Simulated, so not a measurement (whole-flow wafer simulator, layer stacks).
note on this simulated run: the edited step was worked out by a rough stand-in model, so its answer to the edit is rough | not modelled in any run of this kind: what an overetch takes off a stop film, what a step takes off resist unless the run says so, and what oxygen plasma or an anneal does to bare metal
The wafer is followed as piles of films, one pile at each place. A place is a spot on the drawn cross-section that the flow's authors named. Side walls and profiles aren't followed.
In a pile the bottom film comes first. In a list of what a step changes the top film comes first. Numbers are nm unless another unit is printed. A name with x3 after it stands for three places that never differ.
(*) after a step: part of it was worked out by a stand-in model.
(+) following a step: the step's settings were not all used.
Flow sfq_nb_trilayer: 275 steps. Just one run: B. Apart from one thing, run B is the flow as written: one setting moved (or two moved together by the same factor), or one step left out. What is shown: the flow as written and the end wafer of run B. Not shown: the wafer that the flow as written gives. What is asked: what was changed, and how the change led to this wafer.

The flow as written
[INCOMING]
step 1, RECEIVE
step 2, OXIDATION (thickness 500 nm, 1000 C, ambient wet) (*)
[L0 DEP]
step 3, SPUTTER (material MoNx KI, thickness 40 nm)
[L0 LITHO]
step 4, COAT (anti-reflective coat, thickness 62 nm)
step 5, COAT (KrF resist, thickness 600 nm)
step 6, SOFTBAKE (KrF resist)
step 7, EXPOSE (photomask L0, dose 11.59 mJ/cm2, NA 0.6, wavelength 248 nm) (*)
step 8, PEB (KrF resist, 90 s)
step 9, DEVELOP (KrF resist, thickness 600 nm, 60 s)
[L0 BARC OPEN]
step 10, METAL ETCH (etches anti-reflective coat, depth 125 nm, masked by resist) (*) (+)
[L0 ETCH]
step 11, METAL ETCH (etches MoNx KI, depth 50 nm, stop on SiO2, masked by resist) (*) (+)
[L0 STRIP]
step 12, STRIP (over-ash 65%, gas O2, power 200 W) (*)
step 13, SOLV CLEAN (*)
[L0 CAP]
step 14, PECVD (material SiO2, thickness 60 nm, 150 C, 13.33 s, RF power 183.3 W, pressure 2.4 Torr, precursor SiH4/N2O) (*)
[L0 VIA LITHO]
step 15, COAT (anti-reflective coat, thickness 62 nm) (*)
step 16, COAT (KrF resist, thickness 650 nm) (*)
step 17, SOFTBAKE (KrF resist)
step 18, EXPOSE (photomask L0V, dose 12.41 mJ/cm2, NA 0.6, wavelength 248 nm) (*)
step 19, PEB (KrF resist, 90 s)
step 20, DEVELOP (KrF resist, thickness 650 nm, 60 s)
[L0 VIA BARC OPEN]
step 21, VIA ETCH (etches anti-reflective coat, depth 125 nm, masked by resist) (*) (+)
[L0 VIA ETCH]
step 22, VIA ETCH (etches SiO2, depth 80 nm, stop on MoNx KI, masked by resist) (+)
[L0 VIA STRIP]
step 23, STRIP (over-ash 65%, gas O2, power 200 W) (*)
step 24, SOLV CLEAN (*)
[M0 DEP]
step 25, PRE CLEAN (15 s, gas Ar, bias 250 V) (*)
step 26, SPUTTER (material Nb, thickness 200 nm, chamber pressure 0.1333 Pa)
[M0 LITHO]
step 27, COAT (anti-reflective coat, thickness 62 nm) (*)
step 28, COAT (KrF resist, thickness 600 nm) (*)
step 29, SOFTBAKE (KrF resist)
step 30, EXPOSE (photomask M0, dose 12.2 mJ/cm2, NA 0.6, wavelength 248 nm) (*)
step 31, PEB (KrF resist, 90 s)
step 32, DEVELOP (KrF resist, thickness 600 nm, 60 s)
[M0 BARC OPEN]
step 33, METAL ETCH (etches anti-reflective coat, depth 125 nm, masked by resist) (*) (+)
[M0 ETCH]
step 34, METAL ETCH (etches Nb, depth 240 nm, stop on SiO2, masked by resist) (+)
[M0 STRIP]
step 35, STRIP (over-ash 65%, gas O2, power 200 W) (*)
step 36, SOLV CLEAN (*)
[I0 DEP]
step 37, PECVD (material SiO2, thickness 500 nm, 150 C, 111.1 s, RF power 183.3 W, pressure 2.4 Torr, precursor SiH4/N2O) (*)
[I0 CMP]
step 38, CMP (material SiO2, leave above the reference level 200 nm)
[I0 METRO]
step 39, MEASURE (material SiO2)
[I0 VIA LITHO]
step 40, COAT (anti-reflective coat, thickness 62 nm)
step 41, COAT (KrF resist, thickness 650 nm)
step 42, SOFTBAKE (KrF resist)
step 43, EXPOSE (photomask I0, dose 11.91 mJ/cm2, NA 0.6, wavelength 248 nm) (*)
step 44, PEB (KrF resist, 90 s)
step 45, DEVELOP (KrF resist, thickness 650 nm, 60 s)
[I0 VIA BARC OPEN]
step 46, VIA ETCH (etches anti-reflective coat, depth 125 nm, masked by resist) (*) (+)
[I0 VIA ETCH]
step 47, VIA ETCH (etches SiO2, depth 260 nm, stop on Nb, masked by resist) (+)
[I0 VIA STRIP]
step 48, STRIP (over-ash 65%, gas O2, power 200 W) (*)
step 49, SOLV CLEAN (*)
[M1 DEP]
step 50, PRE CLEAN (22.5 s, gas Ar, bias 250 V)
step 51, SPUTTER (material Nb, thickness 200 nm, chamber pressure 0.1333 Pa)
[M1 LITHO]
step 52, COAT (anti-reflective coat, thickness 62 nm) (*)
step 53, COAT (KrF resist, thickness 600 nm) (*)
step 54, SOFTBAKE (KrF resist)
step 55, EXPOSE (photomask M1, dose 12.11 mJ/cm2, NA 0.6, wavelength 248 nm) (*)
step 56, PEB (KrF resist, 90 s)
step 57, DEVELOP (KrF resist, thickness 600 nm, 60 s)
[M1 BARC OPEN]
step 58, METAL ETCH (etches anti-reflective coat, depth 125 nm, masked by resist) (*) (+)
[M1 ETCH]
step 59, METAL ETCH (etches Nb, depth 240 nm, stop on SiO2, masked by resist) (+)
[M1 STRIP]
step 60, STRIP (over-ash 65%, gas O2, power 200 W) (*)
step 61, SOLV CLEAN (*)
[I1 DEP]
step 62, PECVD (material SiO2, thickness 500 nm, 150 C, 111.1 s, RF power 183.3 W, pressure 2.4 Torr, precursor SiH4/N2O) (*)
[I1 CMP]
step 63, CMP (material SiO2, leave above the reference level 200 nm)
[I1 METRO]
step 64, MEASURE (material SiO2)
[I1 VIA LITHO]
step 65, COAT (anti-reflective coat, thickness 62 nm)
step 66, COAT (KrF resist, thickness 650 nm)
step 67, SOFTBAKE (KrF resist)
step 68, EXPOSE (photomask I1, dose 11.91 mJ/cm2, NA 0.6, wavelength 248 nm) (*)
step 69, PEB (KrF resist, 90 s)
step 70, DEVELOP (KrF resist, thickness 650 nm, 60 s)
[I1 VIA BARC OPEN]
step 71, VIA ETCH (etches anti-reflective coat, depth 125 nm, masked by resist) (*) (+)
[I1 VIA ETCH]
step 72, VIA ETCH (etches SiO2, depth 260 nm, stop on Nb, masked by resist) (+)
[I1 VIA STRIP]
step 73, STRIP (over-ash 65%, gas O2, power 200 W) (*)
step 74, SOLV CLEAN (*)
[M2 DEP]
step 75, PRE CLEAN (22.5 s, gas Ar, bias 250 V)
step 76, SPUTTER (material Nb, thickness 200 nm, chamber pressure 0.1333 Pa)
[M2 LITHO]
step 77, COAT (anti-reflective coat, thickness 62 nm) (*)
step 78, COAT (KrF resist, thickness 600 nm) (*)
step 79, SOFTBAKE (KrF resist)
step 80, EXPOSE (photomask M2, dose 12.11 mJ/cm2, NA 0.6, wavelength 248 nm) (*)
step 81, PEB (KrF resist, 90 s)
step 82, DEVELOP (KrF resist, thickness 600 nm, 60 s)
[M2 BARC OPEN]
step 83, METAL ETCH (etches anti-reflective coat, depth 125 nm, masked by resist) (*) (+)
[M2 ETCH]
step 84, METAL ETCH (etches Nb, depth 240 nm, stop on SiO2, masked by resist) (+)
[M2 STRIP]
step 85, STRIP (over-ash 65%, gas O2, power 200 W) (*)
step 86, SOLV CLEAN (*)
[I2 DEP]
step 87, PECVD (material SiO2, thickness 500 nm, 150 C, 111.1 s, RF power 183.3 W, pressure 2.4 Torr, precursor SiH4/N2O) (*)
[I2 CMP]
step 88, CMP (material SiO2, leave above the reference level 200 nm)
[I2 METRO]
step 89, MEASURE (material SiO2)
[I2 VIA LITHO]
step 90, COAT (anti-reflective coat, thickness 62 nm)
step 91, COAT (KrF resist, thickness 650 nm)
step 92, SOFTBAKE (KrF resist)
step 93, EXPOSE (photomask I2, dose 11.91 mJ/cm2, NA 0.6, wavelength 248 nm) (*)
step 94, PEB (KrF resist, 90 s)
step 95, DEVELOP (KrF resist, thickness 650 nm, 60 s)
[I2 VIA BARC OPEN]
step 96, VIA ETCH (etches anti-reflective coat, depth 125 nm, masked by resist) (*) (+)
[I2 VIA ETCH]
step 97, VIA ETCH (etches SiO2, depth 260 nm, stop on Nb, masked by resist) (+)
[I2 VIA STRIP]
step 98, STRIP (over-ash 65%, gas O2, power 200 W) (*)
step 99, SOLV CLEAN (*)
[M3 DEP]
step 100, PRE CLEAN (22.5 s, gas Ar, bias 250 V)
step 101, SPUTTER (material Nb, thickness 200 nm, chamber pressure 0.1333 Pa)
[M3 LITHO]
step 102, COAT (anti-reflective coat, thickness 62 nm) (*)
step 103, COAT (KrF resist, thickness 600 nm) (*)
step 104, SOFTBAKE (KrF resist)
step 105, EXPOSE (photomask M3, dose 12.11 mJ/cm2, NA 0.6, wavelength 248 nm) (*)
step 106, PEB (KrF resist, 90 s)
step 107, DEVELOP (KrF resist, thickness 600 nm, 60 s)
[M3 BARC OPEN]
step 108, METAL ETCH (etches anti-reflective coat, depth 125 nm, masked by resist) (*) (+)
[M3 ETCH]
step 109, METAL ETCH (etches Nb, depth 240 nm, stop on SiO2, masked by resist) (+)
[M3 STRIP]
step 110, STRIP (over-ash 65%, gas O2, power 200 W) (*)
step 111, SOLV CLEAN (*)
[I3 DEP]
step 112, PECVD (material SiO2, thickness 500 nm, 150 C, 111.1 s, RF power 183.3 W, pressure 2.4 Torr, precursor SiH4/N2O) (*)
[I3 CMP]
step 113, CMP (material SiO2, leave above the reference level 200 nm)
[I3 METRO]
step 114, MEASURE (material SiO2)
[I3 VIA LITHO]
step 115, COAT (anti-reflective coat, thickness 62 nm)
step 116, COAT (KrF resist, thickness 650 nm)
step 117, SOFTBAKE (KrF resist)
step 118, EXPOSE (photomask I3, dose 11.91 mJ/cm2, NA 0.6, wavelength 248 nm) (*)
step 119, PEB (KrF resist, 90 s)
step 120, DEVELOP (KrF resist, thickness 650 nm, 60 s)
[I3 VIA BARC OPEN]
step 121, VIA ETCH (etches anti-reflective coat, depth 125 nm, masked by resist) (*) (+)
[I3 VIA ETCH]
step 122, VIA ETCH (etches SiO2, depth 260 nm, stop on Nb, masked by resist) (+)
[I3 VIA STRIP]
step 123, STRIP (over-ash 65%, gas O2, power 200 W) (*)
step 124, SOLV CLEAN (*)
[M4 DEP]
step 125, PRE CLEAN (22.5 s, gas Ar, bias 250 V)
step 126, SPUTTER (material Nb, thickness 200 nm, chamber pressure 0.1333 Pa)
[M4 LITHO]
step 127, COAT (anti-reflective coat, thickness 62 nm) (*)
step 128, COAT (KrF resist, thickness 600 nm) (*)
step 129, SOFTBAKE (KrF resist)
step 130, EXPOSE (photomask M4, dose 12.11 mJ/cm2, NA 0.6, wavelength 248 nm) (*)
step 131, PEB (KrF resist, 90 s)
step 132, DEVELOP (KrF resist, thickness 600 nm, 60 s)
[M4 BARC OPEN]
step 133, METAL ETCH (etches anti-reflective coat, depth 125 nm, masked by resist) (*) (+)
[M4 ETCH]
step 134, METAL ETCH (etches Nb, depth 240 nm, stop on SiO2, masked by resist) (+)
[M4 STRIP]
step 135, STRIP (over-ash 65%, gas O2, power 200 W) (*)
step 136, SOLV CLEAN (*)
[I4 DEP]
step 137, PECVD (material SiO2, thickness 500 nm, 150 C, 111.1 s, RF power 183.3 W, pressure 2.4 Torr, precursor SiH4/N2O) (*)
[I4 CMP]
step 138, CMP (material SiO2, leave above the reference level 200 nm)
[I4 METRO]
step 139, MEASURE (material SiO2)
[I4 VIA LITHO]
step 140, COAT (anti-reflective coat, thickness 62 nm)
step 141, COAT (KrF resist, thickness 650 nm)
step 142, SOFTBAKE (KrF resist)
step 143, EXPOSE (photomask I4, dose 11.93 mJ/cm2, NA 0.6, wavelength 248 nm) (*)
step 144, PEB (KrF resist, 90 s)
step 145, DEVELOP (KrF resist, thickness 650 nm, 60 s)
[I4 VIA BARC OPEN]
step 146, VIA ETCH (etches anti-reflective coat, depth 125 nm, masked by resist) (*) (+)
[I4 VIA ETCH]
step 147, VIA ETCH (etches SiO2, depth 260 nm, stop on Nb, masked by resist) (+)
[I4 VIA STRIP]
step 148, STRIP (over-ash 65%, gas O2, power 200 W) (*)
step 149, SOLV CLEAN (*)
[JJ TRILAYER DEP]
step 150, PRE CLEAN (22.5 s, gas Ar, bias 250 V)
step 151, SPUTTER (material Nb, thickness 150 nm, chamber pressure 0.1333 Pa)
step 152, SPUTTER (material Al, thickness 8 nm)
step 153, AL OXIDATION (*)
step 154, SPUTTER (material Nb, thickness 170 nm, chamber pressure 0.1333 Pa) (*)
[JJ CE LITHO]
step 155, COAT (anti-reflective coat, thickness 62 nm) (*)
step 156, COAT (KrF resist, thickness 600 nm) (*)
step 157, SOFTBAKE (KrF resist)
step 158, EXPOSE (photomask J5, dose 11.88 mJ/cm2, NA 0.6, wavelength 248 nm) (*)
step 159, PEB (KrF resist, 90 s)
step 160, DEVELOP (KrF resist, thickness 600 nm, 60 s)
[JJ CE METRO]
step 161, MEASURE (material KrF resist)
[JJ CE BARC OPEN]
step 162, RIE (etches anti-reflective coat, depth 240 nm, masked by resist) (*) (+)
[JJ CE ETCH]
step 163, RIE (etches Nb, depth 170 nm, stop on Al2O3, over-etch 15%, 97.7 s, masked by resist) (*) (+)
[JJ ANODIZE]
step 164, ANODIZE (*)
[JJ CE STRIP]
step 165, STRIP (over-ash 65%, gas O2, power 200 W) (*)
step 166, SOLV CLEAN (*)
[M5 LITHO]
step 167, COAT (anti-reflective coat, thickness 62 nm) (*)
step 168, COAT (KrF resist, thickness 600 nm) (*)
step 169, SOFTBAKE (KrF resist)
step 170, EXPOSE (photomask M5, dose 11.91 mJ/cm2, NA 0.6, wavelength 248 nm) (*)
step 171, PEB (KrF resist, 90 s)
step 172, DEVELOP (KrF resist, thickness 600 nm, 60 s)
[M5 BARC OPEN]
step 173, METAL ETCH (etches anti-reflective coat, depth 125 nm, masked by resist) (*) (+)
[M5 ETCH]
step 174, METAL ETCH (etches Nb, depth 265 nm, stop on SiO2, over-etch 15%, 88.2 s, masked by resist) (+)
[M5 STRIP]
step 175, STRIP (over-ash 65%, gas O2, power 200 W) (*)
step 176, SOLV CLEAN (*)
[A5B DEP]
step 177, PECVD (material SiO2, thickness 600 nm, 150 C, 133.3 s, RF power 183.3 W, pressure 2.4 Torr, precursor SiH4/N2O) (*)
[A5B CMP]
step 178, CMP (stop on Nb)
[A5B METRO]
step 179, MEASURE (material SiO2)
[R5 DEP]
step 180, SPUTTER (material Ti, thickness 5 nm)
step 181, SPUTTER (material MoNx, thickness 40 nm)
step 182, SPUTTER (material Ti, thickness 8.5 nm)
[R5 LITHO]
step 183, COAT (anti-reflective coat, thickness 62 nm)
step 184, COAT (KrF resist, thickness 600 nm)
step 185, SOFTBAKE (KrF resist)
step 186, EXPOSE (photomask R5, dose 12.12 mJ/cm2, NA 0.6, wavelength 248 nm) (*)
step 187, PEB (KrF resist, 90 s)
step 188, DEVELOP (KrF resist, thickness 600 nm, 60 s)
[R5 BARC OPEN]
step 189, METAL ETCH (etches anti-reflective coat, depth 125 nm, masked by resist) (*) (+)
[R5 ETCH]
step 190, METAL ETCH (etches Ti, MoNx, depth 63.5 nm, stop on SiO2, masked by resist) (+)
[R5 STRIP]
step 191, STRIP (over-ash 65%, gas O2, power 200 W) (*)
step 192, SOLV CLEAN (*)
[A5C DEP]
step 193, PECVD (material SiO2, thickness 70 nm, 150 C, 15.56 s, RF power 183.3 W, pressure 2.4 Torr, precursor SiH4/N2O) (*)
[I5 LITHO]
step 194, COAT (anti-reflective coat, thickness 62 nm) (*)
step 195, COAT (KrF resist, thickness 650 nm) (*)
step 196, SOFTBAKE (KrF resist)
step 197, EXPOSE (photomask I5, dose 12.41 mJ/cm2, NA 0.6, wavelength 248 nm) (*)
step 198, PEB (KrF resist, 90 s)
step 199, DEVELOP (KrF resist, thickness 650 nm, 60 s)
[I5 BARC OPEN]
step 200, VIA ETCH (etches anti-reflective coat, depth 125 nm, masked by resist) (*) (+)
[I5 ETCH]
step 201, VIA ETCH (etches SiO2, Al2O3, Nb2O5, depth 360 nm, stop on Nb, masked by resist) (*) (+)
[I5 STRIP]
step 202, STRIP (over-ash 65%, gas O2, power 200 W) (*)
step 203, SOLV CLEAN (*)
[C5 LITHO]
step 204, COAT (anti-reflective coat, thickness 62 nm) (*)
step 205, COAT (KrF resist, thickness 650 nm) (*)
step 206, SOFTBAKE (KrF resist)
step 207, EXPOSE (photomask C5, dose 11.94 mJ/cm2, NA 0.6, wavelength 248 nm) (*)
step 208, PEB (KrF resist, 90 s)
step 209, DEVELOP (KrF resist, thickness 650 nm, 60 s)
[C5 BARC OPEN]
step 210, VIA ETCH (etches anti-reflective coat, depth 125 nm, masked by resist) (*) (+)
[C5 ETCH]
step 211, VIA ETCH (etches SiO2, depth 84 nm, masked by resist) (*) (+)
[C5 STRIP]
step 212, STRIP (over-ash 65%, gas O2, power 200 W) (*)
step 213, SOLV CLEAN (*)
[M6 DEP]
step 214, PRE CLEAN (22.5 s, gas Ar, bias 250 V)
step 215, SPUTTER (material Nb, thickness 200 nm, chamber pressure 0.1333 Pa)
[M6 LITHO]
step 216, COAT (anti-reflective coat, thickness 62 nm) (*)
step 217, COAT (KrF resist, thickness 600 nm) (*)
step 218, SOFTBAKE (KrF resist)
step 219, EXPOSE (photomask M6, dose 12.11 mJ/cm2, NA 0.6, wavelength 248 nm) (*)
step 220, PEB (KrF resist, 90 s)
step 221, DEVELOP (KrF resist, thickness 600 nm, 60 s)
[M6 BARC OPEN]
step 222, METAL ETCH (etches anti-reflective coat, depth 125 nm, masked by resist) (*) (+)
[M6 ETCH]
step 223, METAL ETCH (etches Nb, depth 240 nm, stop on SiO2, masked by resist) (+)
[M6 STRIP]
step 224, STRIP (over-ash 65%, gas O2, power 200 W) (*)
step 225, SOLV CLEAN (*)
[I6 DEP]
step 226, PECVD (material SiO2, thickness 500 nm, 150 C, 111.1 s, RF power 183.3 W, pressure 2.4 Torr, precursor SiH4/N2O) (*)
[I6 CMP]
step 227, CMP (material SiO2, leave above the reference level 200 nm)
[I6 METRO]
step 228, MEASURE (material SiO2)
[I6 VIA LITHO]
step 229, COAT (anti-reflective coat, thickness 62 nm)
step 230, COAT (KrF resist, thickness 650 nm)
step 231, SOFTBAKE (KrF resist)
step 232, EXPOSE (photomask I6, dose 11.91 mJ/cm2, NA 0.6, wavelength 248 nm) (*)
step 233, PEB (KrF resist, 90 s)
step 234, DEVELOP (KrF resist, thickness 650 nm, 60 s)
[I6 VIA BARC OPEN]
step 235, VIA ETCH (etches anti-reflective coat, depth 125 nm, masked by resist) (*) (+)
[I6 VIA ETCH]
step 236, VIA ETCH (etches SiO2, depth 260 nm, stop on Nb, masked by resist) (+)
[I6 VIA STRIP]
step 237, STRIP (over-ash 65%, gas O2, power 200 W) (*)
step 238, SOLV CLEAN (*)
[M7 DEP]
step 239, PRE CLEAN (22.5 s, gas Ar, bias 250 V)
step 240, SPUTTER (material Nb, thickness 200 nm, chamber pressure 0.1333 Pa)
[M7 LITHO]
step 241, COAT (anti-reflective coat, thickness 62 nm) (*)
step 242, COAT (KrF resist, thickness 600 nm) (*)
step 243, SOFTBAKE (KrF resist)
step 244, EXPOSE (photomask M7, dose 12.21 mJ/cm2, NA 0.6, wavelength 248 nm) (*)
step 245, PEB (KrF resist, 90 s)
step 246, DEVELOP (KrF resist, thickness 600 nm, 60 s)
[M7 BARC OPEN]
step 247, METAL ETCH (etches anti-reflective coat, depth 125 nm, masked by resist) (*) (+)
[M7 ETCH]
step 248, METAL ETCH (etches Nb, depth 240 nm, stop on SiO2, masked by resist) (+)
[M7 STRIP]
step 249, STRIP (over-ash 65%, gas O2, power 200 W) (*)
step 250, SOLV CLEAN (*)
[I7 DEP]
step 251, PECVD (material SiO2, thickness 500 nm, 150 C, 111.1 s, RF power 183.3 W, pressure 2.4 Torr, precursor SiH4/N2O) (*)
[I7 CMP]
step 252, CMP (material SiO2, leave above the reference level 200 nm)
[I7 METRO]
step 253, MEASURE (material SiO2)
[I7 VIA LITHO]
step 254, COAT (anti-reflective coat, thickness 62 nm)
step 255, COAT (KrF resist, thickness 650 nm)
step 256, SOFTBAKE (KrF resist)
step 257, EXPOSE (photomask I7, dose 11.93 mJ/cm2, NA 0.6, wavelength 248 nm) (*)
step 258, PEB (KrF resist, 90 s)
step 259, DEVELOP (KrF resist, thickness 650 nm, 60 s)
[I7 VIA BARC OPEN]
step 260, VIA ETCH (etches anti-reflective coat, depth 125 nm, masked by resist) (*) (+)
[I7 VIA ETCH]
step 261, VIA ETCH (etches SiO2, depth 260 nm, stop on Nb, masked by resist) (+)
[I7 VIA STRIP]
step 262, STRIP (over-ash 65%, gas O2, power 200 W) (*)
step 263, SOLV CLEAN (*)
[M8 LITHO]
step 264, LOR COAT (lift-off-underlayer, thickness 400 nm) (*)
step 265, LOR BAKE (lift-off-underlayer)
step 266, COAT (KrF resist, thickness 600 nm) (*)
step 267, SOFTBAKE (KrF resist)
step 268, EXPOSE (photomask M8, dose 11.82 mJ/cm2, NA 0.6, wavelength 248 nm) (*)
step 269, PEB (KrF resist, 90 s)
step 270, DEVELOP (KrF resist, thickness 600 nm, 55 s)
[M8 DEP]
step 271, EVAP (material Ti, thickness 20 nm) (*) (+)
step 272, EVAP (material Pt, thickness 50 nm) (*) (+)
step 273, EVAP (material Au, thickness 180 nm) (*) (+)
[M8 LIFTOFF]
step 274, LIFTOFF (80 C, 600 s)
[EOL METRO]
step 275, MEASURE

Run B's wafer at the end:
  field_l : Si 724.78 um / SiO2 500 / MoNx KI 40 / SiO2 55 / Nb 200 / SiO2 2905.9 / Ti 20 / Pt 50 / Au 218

What caused this: step 273, EVAP: thickness 218 nm was run, while the flow as written has thickness 180 nm.
The wafer lets one read it off: field_l has Au 218, and step 273 as written asks for 180 nm.

The path from the change to this, step by step:
  step 273, EVAP (material Au, thickness 180 nm) (*) (+)
      field_l, v_sur, via_wl and 103 more: Au gains 218 (new film) (it would be, as written: Au gains 180 (new film))
  step 274, LIFTOFF (80 C, 600 s)
      p4_fl, p4_fm, p4_w1 and 71 more: Au loses 218 (all of it), Pt loses 50 (all of it), Ti loses 20 (all of it), KrF resist loses 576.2 (all of it), lift-off-underlayer loses 400 (all of it) (it would be, as written: Au loses 180 (all of it), Pt loses 50 (all of it), Ti loses 20 (all of it), KrF resist loses 576.2 (all of it), lift-off-underlayer loses 400 (all of it))
      c5j, ce_r: Au loses 218 (all of it), Pt loses 50 (all of it), Ti loses 20 (all of it), KrF resist loses 573.3 (all of it), lift-off-underlayer loses 399.3 (all of it) (it would be, as written: Au loses 180 (all of it), Pt loses 50 (all of it), Ti loses 20 (all of it), KrF resist loses 573.3 (all of it), lift-off-underlayer loses 399.3 (all of it))
      (also at 19 further places)
